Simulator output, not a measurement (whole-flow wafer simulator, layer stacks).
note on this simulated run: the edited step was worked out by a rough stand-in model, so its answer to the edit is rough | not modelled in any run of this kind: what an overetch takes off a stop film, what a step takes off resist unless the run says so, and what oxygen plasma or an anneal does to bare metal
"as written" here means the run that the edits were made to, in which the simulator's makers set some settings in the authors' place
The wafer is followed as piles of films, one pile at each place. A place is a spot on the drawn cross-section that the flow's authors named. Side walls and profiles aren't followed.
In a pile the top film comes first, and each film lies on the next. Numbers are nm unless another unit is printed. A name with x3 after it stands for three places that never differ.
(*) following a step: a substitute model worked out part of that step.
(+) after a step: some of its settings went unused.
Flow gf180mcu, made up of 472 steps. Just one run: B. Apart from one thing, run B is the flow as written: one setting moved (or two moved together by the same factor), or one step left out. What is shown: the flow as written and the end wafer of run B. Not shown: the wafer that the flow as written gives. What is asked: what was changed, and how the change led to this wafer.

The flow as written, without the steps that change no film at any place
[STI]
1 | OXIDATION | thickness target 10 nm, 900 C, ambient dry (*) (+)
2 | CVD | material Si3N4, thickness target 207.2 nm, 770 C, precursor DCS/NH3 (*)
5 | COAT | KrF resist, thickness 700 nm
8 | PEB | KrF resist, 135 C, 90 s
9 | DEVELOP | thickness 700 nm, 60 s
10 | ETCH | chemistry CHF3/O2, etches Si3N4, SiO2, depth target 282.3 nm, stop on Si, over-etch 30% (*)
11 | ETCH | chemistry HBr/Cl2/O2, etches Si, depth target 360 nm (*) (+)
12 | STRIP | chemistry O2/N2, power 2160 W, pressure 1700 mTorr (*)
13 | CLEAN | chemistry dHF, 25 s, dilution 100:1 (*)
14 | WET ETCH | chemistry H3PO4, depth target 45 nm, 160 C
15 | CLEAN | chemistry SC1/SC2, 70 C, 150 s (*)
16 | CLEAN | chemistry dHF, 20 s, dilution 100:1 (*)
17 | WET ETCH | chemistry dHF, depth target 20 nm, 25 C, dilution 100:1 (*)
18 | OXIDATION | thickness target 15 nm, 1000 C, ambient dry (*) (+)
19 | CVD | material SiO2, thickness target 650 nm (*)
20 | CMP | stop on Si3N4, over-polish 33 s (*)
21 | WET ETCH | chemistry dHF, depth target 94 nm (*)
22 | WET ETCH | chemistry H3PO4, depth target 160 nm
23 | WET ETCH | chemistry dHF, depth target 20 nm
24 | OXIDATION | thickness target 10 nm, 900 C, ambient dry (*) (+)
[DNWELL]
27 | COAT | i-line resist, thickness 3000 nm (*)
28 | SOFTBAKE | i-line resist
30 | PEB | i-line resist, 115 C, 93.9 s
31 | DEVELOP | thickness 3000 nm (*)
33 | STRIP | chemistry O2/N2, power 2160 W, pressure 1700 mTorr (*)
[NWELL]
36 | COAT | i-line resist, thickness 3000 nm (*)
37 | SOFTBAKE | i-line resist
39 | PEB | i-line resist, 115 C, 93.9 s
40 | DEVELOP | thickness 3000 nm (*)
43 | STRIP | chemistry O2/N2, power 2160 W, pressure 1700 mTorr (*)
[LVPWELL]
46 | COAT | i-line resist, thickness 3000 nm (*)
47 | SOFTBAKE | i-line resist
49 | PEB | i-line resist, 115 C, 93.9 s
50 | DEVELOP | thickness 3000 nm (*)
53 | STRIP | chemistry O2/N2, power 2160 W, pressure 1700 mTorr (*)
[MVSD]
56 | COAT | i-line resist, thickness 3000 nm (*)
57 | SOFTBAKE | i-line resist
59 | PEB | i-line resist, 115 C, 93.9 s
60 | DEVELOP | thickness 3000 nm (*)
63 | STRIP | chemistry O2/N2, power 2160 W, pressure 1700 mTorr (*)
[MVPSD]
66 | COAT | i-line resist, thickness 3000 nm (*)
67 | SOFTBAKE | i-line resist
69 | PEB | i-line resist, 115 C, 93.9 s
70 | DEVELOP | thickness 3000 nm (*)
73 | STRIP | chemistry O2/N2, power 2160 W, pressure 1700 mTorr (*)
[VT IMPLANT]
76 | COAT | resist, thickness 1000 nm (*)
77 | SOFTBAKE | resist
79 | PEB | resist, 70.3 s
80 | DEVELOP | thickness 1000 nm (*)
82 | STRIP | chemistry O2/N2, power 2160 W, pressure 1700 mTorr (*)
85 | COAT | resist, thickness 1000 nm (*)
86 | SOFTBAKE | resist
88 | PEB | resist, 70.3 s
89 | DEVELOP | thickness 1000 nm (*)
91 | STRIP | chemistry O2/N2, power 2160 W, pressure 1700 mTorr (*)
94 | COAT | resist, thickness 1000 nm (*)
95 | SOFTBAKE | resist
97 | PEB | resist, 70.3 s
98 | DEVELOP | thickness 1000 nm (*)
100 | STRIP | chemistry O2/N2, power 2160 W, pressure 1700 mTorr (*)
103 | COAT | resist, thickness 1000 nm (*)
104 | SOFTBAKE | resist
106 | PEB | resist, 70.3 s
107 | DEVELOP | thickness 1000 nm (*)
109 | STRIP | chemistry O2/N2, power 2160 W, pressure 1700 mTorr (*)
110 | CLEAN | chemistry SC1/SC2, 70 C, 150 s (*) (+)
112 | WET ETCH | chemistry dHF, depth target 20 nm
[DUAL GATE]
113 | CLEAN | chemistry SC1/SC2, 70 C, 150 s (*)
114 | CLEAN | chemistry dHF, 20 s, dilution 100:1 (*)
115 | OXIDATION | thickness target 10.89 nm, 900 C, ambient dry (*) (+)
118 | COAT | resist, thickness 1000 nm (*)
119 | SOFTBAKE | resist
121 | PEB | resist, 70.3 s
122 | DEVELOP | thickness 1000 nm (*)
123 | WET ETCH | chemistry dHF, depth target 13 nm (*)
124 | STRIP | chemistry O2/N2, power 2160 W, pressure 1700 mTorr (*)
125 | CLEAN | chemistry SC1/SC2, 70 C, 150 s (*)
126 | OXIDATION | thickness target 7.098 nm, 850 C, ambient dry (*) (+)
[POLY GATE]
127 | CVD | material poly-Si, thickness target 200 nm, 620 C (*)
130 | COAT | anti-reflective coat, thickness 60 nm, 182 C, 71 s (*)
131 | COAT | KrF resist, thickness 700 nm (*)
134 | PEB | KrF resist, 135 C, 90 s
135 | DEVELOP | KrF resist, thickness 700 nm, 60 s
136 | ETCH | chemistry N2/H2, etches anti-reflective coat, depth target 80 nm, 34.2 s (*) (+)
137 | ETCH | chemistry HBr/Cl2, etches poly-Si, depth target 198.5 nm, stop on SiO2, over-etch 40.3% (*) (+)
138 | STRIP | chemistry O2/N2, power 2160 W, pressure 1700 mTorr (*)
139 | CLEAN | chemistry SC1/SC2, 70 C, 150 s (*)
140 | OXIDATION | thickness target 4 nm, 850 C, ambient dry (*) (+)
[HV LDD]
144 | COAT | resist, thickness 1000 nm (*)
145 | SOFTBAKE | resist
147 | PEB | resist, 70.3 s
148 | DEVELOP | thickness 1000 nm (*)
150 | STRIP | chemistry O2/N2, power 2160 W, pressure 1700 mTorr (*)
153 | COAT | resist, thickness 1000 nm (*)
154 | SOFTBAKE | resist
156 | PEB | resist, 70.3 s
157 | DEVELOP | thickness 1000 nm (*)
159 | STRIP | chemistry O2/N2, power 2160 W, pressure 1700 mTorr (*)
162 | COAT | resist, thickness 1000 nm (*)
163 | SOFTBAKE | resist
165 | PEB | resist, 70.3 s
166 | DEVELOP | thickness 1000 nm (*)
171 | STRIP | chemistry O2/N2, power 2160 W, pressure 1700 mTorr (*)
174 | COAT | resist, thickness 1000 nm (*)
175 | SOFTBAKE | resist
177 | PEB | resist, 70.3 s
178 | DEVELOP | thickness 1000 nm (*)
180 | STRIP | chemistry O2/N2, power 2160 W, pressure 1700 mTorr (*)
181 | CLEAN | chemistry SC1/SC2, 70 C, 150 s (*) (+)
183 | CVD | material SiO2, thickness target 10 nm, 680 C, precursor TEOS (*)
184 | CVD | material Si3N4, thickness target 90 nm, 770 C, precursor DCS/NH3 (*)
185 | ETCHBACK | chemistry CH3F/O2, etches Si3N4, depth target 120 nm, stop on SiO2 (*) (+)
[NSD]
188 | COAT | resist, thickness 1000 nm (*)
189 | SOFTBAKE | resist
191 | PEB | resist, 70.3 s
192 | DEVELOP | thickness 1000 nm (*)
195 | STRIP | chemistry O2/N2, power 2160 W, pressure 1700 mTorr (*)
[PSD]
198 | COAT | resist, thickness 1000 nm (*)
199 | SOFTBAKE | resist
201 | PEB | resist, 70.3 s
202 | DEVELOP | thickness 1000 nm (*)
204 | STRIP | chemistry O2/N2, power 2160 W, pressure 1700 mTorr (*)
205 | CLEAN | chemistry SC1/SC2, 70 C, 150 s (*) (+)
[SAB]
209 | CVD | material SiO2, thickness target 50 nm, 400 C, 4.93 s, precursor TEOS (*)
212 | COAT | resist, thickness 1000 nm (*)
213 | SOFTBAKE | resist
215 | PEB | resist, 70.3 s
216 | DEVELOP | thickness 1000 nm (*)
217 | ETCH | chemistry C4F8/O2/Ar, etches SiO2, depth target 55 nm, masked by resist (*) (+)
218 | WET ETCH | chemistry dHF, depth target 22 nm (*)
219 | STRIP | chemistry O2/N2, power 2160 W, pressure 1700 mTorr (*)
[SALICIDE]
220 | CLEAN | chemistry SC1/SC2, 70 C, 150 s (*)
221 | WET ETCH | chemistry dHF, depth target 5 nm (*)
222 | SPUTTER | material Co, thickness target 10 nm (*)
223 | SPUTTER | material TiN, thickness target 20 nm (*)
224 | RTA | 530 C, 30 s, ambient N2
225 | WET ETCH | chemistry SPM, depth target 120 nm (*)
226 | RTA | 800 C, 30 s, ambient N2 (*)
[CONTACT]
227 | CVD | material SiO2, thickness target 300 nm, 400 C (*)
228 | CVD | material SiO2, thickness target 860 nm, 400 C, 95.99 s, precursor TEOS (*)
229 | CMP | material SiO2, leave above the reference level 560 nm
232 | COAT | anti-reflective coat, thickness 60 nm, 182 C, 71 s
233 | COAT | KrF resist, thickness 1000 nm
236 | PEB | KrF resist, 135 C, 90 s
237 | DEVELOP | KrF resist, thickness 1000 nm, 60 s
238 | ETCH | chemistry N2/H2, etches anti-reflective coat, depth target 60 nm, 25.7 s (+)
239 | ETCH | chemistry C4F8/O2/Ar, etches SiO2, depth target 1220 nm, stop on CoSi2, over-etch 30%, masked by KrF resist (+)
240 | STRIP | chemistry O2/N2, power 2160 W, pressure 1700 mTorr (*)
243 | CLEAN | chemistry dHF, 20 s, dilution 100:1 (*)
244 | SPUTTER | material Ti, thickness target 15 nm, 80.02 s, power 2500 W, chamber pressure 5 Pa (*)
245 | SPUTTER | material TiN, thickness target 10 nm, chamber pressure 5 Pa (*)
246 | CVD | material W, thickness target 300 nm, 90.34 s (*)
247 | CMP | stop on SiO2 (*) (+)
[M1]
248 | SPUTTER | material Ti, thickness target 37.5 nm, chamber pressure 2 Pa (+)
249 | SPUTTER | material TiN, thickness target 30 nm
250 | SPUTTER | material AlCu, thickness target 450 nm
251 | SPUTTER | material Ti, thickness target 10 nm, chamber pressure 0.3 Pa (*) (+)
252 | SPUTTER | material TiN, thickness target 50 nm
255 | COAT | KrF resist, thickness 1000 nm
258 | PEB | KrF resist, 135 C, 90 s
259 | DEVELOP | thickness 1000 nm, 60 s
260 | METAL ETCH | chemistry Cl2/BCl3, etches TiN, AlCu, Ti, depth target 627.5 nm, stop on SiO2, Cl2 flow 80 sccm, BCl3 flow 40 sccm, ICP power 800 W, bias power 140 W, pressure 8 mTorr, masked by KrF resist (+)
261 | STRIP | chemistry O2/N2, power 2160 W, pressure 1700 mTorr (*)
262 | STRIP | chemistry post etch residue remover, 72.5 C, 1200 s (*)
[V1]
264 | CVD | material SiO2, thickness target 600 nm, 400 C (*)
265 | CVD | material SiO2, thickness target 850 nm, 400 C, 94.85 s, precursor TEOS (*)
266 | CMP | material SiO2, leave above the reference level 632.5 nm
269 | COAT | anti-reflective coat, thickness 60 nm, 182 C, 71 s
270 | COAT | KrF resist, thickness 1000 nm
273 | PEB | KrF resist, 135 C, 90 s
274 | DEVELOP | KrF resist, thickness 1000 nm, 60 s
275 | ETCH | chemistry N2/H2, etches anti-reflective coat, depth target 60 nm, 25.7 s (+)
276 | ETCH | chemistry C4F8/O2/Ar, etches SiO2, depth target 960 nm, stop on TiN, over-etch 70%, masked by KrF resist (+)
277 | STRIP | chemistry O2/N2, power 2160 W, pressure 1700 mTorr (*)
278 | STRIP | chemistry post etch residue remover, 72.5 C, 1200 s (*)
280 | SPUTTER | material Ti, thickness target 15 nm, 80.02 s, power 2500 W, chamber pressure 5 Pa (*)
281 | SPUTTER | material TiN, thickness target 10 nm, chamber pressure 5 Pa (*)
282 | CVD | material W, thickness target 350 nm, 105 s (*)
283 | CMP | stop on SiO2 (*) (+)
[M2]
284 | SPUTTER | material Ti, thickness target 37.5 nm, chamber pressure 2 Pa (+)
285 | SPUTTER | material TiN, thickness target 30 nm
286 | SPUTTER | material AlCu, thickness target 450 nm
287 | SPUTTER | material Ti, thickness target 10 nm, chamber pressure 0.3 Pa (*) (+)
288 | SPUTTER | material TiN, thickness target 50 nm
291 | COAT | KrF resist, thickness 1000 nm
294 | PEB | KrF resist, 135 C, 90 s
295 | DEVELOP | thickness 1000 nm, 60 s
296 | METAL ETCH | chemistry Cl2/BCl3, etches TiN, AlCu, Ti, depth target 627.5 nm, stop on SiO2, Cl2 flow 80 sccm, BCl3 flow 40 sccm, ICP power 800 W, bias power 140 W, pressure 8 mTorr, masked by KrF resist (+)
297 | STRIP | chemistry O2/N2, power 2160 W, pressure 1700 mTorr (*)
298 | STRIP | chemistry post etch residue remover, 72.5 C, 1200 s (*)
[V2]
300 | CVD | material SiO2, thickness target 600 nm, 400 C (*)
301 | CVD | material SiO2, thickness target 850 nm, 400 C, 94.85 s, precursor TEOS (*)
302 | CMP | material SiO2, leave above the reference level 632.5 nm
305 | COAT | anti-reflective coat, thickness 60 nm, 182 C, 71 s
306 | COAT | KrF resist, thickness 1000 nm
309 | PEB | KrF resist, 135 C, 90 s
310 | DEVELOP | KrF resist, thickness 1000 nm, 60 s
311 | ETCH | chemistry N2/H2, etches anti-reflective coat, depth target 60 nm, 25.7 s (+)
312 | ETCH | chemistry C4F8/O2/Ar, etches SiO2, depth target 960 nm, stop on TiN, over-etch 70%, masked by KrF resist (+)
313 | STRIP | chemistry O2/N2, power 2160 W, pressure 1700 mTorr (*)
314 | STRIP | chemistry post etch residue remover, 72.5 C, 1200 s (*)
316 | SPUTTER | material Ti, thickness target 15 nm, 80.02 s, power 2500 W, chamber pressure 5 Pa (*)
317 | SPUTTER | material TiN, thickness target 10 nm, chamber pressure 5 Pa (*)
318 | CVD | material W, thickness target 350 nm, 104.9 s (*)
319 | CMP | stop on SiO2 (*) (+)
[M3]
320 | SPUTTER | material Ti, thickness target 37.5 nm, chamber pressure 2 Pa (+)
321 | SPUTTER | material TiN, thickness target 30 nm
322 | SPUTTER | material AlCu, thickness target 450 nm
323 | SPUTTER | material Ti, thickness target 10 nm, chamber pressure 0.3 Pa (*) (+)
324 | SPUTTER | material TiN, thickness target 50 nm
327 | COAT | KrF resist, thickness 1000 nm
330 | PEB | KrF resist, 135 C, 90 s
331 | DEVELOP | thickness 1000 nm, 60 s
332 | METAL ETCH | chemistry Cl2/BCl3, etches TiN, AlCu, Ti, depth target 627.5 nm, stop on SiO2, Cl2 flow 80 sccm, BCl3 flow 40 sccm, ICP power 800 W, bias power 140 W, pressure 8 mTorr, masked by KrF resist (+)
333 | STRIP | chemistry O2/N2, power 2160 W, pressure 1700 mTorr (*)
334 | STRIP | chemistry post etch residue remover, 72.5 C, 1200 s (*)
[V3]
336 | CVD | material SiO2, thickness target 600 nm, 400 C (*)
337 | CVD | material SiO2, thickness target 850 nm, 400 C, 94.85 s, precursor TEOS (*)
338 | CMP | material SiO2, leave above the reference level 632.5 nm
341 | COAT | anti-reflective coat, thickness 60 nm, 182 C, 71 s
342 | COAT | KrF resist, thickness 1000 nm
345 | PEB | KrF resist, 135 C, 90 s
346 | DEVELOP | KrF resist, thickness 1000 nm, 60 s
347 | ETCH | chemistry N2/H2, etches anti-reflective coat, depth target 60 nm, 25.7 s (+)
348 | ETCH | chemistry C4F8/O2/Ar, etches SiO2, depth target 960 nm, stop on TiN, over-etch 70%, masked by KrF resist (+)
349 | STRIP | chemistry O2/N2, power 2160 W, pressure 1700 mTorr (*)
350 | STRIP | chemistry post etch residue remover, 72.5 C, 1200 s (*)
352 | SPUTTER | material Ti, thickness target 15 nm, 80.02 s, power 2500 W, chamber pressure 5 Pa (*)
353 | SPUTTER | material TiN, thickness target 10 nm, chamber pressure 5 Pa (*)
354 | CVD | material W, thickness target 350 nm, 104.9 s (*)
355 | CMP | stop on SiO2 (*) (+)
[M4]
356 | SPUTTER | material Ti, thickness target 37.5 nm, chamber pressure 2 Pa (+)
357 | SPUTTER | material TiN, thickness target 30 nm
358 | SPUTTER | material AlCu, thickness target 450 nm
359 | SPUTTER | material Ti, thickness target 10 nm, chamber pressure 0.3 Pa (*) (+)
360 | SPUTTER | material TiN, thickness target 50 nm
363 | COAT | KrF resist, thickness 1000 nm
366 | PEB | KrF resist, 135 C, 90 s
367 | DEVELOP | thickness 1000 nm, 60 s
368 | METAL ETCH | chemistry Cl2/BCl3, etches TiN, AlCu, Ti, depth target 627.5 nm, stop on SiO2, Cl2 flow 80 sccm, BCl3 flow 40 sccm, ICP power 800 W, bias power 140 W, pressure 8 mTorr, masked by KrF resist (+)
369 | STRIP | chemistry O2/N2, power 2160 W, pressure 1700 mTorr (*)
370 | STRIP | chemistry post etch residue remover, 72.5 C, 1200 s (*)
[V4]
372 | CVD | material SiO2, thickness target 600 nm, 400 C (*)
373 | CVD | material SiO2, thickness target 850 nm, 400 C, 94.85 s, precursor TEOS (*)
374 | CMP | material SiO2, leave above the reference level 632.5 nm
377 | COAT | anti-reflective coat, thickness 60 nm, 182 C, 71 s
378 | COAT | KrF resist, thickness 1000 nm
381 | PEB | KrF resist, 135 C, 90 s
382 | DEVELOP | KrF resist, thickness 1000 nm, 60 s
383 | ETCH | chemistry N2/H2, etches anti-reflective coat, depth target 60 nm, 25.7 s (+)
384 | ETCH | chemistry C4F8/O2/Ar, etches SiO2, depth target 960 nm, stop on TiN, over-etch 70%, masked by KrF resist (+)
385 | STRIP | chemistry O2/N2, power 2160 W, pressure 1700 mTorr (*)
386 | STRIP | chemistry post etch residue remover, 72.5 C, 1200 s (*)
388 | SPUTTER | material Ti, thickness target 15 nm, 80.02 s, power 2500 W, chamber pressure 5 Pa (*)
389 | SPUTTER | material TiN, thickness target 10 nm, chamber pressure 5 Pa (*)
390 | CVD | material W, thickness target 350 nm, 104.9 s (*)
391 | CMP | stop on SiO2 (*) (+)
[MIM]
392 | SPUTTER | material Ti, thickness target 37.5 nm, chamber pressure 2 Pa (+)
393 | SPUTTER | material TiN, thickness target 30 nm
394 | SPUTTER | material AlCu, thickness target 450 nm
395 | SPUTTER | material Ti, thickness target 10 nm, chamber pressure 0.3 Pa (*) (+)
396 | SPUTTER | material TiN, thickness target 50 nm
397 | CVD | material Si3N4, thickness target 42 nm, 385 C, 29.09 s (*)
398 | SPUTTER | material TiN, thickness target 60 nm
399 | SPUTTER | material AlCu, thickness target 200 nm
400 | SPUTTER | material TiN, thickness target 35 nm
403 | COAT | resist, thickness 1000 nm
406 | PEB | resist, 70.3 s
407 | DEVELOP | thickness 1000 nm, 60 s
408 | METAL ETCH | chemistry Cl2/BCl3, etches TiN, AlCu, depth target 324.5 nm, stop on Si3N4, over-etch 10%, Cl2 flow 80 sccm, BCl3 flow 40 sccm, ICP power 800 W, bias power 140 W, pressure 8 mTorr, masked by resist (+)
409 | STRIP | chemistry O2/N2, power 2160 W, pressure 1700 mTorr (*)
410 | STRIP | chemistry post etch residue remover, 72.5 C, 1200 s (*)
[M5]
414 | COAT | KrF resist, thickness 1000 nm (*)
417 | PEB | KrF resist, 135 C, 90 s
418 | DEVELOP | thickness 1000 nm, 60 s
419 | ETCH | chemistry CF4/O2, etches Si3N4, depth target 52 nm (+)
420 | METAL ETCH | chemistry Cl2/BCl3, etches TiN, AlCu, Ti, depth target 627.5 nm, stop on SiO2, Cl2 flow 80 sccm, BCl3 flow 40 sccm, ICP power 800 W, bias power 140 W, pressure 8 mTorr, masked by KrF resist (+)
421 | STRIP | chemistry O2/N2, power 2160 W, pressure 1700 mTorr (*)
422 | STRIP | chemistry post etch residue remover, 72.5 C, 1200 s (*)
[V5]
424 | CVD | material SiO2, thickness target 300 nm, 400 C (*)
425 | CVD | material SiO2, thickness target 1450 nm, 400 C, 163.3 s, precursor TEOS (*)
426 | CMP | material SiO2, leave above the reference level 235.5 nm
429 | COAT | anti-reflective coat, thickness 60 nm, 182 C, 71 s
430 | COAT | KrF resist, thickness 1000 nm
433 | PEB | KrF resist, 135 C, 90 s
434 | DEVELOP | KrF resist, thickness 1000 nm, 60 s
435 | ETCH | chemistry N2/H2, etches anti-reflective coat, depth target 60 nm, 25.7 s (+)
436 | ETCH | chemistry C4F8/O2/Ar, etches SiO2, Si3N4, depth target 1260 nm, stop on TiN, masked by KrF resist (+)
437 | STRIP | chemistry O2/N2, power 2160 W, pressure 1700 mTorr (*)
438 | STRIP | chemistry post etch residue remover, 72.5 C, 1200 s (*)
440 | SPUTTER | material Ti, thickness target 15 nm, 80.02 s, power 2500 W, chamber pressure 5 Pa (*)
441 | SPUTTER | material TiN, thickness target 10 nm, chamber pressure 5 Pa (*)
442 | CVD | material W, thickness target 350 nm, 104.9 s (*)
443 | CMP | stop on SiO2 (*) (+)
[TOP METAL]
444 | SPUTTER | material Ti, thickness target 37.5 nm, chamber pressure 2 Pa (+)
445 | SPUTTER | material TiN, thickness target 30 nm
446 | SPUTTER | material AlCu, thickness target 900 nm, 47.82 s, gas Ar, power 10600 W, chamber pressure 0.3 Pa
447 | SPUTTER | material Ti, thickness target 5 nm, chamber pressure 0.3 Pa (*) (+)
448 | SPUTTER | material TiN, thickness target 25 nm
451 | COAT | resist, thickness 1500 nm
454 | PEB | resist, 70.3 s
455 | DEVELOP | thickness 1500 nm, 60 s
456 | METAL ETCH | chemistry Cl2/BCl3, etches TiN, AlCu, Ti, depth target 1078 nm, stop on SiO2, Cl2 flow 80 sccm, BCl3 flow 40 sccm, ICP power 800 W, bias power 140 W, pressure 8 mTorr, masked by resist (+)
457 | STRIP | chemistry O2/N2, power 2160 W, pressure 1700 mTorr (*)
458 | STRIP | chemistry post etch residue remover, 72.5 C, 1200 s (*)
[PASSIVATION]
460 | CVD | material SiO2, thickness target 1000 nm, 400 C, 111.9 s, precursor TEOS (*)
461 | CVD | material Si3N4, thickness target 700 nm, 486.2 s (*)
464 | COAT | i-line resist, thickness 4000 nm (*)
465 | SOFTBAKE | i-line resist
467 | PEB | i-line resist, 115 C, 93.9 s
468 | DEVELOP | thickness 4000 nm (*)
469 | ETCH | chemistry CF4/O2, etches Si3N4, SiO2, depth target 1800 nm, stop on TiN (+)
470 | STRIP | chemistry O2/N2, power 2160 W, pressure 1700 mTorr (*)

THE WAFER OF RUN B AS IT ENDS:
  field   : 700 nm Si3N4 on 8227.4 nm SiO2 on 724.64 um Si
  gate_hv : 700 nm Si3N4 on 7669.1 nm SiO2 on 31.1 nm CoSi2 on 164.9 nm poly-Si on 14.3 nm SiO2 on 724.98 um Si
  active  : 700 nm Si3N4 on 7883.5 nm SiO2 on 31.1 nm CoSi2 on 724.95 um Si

Cause: step 222, SPUTTER: thickness target 8.9 nm was run, though the flow has thickness target 10 nm.

Step by step, how the change led to this:
  222 | SPUTTER | material Co, thickness target 10 nm (*)
      field, field__w7, field__w8 and 71 more: Co gains 8.9 (new film) (in the flow as written it would be: Co gains 10 (new film))
      field__w2, mim: Co gains 7.7 (new film) (in the flow as written it would be: Co gains 8.65 (new film))
      (and at 35 other places as well)
  224 | RTA | 530 C, 30 s, ambient N2
      gate, gate_hv, gate_p and 22 more: under 1 film: CoSi gains 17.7 (new film), Co loses 8.9 (all of it), poly-Si loses 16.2 (in the flow as written it would be: under 1 film: CoSi gains 19.9 (new film), Co loses 10 (all of it), poly-Si loses 18.2)
      active, p_well, sd_n and 11 more: under 1 film: CoSi gains 17.7 (new film), Co loses 8.9 (all of it), Si loses 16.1 (in the flow as written it would be: under 1 film: CoSi gains 19.9 (new film), Co loses 10 (all of it), Si loses 18.1)
      (and at 10 other places as well)
  225 | WET ETCH | chemistry SPM, depth target 120 nm (*)
      field, field__w7, field__w8 and 32 more: TiN loses 20 (all of it), Co loses 8.9 (all of it) (in the flow as written it would be: TiN loses 20 (all of it), Co loses 10 (all of it))
      field_sub__w3, nw_enc_fld_lv__w4: TiN loses 19.8 (all of it), Co loses 8.82 (all of it) (in the flow as written it would be: TiN loses 19.8 (all of it), Co loses 9.91 (all of it))
      (and at 25 other places as well)
  226 | RTA | 800 C, 30 s, ambient N2 (*)
      gate, gate_hv, gate_p and 22 more: CoSi2 gains 31.1 (new film), CoSi loses 17.7 (all of it), poly-Si loses 16.2 (in the flow as written it would be: CoSi2 gains 35 (new film), CoSi loses 19.9 (all of it), poly-Si loses 18.2)
      active, p_well, sd_n and 11 more: CoSi2 gains 31.1 (new film), CoSi loses 17.7 (all of it), Si loses 16.1 (in the flow as written it would be: CoSi2 gains 35 (new film), CoSi loses 19.9 (all of it), Si loses 18.1)
      (and at 10 other places as well)
